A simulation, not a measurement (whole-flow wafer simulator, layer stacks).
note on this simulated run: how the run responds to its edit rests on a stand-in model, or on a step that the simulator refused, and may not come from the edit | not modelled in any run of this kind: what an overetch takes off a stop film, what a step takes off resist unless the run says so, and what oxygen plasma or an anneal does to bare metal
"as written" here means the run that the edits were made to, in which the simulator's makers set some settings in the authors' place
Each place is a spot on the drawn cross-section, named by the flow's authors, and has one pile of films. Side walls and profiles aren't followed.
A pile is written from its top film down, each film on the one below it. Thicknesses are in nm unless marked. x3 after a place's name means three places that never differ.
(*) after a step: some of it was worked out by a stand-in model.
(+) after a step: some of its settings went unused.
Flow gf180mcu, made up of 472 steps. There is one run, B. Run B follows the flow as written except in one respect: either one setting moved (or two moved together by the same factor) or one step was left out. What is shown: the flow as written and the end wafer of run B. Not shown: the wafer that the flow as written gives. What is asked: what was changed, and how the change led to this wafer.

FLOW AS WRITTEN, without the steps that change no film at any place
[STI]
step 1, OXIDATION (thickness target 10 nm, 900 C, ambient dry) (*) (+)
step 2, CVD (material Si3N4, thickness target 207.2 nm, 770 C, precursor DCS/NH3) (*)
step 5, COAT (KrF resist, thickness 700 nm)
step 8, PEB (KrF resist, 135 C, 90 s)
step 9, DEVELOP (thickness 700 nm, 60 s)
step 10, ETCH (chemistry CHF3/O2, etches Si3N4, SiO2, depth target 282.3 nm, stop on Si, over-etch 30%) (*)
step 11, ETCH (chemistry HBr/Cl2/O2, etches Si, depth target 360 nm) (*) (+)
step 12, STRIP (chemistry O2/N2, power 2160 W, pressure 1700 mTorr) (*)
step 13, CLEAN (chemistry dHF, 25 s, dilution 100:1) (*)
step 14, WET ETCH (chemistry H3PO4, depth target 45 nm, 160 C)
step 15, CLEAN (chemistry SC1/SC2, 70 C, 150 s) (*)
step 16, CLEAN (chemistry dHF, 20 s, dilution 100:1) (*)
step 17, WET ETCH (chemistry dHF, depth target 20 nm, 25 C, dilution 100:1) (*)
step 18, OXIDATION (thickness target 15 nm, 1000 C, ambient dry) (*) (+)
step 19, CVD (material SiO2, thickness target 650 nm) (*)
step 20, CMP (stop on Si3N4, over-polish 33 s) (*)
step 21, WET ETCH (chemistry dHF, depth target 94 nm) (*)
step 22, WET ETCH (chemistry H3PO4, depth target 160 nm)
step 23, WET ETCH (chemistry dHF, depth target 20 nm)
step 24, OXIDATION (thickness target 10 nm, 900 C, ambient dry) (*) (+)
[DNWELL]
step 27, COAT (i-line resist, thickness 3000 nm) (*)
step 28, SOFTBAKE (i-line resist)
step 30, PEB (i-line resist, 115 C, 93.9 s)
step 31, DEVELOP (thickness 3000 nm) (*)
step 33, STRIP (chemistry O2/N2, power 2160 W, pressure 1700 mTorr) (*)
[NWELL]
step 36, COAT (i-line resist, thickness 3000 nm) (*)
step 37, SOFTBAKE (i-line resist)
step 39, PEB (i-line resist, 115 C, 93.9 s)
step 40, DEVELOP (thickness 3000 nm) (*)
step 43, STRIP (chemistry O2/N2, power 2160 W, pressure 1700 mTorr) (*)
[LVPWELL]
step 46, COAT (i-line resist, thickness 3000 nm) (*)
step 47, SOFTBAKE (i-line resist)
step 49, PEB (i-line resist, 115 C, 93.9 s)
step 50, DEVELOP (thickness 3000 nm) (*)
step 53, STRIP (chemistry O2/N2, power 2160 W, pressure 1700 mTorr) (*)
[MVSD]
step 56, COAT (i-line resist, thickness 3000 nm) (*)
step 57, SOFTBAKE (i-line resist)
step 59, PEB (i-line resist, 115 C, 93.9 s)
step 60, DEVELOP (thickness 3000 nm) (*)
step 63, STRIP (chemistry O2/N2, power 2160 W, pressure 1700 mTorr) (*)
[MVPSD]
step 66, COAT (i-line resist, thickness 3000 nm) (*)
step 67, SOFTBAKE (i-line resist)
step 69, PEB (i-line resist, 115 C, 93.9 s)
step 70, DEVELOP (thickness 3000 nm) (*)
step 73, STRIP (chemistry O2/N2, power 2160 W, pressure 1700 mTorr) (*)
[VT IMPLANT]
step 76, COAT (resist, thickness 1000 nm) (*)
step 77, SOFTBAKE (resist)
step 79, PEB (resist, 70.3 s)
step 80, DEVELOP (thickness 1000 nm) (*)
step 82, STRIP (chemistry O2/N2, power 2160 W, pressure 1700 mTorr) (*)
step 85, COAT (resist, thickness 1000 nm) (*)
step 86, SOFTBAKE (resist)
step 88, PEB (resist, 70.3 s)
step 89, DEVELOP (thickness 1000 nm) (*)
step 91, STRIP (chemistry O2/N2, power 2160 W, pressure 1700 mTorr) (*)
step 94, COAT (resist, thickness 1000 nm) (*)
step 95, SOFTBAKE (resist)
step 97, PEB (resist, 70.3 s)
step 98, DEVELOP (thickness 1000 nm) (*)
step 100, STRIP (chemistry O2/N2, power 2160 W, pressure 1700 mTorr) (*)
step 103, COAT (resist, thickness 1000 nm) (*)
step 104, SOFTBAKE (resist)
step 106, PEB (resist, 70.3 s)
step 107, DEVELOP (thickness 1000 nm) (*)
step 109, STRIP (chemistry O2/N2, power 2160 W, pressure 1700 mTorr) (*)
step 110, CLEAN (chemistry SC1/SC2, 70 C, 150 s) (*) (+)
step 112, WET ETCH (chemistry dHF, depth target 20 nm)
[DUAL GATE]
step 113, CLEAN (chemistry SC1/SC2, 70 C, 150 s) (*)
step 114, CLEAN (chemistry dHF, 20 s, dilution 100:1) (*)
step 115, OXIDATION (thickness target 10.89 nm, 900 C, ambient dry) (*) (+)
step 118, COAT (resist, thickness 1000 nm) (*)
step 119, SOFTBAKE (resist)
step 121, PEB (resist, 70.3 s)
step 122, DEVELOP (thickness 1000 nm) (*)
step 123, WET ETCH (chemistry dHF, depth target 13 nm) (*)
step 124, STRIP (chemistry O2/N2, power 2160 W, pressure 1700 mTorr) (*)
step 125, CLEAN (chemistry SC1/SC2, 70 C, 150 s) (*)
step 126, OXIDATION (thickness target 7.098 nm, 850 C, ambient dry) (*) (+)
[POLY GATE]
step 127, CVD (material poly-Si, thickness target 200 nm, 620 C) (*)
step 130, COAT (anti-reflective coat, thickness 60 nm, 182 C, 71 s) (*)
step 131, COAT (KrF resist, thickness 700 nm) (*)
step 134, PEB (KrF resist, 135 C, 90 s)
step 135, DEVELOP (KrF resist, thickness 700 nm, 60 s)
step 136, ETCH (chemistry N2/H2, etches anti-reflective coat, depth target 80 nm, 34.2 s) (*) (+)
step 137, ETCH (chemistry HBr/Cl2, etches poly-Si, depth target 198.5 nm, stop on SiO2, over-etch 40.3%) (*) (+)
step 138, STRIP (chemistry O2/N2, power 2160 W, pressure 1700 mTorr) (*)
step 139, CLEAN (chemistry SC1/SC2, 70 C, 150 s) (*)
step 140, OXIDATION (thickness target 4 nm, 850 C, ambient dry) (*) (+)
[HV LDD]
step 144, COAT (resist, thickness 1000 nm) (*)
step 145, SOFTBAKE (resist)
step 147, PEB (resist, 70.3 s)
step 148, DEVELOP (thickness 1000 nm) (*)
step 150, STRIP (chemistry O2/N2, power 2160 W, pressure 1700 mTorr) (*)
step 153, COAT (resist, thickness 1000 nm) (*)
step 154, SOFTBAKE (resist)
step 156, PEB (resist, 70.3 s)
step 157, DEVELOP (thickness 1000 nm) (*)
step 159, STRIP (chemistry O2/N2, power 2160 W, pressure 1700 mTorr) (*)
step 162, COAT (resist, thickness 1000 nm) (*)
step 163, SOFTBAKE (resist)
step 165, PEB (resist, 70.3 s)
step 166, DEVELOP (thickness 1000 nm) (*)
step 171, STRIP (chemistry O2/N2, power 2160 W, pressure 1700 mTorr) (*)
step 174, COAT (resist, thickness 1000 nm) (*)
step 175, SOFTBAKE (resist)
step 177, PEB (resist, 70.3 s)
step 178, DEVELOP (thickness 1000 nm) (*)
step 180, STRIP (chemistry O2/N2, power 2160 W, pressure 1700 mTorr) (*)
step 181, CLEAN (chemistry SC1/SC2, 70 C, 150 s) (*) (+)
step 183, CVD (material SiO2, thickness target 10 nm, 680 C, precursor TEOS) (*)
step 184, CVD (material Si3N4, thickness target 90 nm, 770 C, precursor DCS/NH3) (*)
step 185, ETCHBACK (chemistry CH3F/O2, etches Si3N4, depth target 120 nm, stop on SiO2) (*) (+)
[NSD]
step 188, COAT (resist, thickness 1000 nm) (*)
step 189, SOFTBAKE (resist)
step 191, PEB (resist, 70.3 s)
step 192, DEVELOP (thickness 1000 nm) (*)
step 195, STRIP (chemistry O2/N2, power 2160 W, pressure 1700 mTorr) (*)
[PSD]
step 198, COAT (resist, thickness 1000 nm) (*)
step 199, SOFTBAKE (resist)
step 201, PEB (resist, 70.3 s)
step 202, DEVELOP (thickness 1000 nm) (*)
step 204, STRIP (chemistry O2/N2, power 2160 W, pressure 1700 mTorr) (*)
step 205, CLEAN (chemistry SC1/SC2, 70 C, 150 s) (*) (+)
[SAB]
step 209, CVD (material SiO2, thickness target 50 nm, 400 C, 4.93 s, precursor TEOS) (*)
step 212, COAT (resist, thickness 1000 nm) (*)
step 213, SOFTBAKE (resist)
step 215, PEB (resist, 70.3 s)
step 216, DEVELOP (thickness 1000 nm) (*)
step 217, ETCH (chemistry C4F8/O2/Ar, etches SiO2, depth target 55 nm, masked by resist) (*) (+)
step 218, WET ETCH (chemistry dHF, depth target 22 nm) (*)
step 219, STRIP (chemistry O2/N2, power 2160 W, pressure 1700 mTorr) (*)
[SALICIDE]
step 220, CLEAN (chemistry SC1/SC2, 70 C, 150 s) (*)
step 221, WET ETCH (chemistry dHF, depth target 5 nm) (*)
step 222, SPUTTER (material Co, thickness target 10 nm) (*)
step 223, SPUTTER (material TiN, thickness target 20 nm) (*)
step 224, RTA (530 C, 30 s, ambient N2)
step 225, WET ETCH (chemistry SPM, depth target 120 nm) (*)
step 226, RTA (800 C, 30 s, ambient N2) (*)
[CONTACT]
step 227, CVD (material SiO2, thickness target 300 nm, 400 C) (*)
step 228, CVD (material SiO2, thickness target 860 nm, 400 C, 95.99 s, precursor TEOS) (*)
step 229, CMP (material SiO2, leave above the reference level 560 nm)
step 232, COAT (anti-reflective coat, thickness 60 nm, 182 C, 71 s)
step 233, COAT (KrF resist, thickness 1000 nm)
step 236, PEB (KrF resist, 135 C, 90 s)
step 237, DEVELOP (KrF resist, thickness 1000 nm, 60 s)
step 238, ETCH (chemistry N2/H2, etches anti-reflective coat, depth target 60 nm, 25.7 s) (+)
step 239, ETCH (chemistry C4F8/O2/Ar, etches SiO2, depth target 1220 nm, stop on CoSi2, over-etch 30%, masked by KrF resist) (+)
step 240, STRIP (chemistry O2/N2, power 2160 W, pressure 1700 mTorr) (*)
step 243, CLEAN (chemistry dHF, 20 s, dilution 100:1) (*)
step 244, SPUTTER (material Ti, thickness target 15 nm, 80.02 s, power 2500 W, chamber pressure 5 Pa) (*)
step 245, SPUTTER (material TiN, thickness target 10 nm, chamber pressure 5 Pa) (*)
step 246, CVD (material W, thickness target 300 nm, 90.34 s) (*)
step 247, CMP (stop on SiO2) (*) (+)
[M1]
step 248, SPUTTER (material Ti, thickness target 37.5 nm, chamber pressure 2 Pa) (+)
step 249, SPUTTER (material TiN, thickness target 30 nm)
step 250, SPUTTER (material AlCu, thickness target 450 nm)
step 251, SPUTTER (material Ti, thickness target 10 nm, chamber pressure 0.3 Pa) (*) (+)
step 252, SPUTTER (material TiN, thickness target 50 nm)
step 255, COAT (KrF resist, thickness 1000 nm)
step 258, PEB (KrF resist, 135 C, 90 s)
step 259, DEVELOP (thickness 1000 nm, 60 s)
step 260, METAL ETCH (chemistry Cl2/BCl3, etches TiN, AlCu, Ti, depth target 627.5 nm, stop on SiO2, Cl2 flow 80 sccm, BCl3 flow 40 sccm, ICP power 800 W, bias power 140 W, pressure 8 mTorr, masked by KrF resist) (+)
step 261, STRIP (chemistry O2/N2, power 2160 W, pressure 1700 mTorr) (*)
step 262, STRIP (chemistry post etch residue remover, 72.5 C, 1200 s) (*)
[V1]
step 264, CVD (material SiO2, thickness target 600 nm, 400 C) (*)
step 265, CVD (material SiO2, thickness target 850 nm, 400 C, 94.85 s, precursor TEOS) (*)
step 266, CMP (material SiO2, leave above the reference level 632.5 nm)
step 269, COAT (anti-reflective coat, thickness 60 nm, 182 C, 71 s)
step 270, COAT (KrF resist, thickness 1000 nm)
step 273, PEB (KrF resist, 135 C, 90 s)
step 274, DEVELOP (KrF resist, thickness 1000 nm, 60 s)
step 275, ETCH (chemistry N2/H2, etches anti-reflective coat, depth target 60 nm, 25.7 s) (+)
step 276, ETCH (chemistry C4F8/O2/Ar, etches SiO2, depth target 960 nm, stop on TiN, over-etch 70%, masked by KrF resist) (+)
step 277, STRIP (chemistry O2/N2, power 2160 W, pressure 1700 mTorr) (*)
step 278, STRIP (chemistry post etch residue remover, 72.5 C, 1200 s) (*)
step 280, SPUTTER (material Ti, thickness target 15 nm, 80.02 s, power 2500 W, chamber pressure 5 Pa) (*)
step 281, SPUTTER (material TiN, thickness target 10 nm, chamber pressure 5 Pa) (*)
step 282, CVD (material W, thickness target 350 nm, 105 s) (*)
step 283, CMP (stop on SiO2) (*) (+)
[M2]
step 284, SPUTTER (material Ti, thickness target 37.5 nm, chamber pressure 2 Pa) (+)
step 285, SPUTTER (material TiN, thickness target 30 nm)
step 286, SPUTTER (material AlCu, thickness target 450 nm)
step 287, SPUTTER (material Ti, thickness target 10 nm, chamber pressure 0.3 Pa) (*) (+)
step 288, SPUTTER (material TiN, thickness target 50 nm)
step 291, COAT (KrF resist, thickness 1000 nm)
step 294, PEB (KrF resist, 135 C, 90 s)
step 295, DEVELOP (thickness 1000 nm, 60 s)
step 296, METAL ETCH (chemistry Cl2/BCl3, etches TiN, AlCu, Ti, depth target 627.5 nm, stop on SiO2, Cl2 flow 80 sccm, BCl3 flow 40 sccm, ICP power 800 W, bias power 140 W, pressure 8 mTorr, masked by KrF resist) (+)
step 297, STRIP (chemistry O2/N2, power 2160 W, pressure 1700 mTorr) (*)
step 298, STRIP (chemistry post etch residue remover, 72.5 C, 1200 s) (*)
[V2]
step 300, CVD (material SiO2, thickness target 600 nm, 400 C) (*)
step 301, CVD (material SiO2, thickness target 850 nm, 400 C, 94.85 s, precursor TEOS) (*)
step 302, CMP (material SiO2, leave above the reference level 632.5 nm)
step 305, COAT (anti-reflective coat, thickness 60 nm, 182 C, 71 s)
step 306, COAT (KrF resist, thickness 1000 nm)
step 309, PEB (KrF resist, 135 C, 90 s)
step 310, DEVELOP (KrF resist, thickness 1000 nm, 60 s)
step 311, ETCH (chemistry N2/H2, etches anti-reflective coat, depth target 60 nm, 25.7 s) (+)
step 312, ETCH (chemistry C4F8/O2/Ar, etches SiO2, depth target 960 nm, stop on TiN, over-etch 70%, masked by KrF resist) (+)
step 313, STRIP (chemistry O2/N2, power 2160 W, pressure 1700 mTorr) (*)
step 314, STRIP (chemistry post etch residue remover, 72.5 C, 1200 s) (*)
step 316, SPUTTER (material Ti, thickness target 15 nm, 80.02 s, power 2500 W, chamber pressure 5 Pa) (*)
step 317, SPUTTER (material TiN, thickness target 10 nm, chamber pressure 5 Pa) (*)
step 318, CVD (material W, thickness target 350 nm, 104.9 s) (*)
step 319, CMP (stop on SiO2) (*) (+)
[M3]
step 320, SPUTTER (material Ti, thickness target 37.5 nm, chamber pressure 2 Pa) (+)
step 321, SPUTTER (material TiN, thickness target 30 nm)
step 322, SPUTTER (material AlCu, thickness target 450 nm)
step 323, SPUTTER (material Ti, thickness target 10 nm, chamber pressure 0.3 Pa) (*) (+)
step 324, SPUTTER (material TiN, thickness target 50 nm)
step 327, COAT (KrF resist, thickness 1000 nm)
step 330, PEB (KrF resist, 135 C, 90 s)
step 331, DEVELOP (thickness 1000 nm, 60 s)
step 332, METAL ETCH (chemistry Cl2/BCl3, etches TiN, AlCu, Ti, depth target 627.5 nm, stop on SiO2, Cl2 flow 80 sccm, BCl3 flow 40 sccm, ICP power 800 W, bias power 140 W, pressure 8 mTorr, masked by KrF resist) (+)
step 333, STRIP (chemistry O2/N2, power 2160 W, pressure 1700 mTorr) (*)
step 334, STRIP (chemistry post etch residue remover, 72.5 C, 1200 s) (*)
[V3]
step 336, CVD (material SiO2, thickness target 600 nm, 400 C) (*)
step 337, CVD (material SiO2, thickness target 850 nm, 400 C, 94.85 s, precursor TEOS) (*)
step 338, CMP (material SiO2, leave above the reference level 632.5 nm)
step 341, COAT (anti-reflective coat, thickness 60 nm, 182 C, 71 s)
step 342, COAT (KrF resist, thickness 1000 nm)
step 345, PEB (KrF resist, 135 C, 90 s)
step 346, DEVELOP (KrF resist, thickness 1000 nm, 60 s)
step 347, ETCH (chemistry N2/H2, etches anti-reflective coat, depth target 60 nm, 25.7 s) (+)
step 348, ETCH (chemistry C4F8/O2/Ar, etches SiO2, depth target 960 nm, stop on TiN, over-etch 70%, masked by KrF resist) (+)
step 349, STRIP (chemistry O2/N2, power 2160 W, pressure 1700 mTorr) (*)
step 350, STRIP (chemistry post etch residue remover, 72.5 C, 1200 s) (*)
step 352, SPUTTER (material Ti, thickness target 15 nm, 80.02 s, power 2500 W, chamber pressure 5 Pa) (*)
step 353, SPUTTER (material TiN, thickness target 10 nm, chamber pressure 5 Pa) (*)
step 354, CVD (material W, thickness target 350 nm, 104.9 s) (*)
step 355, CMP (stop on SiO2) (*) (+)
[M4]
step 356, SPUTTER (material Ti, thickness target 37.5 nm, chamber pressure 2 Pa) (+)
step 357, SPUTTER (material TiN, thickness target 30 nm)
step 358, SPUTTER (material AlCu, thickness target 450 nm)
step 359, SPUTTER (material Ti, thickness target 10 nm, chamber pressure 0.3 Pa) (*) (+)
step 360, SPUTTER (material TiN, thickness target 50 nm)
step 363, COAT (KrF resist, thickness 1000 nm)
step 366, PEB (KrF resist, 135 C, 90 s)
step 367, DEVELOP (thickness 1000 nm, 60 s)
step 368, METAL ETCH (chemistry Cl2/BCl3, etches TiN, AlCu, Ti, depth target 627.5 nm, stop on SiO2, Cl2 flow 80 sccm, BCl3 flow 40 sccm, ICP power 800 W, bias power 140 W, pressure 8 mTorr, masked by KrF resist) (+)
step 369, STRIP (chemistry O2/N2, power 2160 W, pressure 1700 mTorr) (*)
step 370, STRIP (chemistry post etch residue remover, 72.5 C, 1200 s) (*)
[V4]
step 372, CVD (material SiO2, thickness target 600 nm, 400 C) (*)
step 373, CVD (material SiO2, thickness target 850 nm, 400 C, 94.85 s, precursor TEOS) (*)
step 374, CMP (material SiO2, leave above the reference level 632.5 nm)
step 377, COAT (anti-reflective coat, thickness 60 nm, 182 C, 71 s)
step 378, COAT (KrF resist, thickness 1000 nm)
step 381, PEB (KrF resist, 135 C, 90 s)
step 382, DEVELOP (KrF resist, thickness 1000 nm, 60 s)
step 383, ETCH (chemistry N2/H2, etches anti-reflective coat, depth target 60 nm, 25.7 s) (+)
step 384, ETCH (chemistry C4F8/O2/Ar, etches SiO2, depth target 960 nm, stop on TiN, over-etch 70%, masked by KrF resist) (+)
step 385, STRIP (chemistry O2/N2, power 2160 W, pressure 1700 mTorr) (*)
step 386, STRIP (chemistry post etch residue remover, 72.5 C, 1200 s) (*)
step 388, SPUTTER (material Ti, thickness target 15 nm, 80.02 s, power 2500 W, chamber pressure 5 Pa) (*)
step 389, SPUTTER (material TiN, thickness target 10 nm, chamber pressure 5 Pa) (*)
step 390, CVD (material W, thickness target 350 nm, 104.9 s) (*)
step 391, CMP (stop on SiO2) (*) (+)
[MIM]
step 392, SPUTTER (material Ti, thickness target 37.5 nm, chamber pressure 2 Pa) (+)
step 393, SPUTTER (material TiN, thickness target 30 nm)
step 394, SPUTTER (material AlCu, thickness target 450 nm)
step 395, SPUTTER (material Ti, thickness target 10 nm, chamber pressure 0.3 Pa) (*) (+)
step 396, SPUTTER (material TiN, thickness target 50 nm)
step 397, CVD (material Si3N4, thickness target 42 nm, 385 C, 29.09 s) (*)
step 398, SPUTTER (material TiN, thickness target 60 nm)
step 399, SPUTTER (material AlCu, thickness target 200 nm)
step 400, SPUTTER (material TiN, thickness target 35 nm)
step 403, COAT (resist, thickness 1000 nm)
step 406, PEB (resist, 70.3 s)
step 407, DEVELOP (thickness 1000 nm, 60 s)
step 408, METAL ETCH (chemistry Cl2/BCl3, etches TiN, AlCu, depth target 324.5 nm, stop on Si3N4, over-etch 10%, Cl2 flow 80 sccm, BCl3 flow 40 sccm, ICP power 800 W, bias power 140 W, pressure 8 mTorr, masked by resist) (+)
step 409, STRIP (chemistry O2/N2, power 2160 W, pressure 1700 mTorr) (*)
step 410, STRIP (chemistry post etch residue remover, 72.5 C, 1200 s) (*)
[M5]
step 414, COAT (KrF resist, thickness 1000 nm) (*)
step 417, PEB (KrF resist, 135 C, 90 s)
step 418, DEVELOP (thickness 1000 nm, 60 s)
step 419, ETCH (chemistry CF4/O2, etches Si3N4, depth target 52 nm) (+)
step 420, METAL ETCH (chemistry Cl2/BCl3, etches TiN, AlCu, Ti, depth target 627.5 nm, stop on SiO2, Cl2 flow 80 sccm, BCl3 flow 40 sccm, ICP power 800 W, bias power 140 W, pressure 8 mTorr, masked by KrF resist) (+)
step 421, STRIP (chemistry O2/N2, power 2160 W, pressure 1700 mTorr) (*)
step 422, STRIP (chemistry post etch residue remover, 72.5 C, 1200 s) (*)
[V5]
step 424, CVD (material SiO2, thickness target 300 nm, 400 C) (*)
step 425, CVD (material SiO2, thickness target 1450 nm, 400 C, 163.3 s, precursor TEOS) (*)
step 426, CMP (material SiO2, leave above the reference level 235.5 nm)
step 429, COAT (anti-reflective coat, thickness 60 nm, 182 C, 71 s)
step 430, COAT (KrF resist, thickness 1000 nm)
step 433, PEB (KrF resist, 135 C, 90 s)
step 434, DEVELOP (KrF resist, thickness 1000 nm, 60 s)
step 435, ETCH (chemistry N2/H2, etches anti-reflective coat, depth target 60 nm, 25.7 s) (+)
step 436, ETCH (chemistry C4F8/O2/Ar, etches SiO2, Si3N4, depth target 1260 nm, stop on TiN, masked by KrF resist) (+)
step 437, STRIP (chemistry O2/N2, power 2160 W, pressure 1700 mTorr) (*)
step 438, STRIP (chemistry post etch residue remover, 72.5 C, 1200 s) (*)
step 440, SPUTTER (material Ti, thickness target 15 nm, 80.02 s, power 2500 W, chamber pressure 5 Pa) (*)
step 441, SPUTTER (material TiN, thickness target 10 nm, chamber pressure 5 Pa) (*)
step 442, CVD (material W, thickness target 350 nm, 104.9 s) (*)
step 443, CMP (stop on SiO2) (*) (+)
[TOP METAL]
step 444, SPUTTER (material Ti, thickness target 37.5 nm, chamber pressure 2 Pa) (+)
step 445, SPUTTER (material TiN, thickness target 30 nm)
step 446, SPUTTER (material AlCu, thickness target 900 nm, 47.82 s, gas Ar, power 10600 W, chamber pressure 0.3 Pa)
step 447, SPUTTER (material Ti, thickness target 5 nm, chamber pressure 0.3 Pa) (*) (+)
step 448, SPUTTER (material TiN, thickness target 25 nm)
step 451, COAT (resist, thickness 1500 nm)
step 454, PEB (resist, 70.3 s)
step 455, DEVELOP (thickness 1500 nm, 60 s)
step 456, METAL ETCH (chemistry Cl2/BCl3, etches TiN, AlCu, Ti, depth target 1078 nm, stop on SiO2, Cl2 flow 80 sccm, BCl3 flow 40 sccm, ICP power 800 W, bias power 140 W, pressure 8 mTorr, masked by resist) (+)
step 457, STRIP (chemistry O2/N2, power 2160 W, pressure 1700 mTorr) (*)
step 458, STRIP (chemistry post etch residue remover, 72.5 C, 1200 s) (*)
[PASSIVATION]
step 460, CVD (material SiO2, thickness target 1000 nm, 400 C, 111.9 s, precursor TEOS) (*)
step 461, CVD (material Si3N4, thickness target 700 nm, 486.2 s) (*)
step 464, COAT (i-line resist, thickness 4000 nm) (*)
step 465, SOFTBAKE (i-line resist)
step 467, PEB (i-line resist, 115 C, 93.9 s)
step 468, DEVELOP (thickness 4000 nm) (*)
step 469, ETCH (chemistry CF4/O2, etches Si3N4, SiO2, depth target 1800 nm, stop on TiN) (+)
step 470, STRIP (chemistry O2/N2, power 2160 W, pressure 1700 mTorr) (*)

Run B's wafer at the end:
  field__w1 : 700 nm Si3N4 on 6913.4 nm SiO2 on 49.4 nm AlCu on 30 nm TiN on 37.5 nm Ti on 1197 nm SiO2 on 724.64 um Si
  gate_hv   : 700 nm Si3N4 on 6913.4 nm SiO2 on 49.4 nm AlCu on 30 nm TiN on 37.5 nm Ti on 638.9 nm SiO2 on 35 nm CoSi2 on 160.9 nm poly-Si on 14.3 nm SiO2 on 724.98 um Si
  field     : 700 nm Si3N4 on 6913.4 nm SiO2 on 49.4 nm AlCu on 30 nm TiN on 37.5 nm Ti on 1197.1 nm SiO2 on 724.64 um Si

Cause: step 260, METAL ETCH: depth target 454.9 nm was run, while the flow as written has depth target 627.5 nm.

Step by step, how the change led to this:
  step 260, METAL ETCH (chemistry Cl2/BCl3, etches TiN, AlCu, Ti, depth target 627.5 nm, stop on SiO2, Cl2 flow 80 sccm, BCl3 flow 40 sccm, ICP power 800 W, bias power 140 W, pressure 8 mTorr, masked by KrF resist) (+)
      field, field__w1, field__w2 and 99 more: TiN loses 50 (all of it), Ti loses 10 (all of it), AlCu loses 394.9 (in the flow as written it would be: TiN loses 50 (all of it), Ti loses 10 (all of it), AlCu loses 450 (all of it), TiN loses 30 (all of it), Ti loses 37.5 (all of it))
      field__w8, contact, m1 and 6 more: KrF resist loses 182 (in the flow as written it would be: KrF resist loses 251)
  step 261, STRIP (chemistry O2/N2, power 2160 W, pressure 1700 mTorr) (*)
      field__w8, contact, m1 and 6 more: KrF resist loses 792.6 (all of it) (in the flow as written it would be: KrF resist loses 723.5 (all of it))
  step 262, STRIP (chemistry post etch residue remover, 72.5 C, 1200 s) (*)
      field, field__w1, field__w2 and 99 more: AlCu loses 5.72 (in the flow as written it would be: nothing)
  step 264, CVD (material SiO2, thickness target 600 nm, 400 C) (*)
      field, field__w1, field__w2 and 99 more: SiO2 gains 600 (new film) (in the flow as written it would be: SiO2 gains 600)
  step 266, CMP (material SiO2, leave above the reference level 632.5 nm)
      field, field__w1, field__w2 and 99 more: SiO2 loses 416.9 (in the flow as written it would be: SiO2 loses 300)
If metal films that touch count as one body, field__w1 has 1 body; the flow as written gives 0 bodies.
If metal films that touch count as one body, gate_hv has 2 bodies (between them, from the top down: SiO2 638.9); the flow as written gives 1 body.
If metal films that touch count as one body, field has 1 body; the flow as written gives 0 bodies.
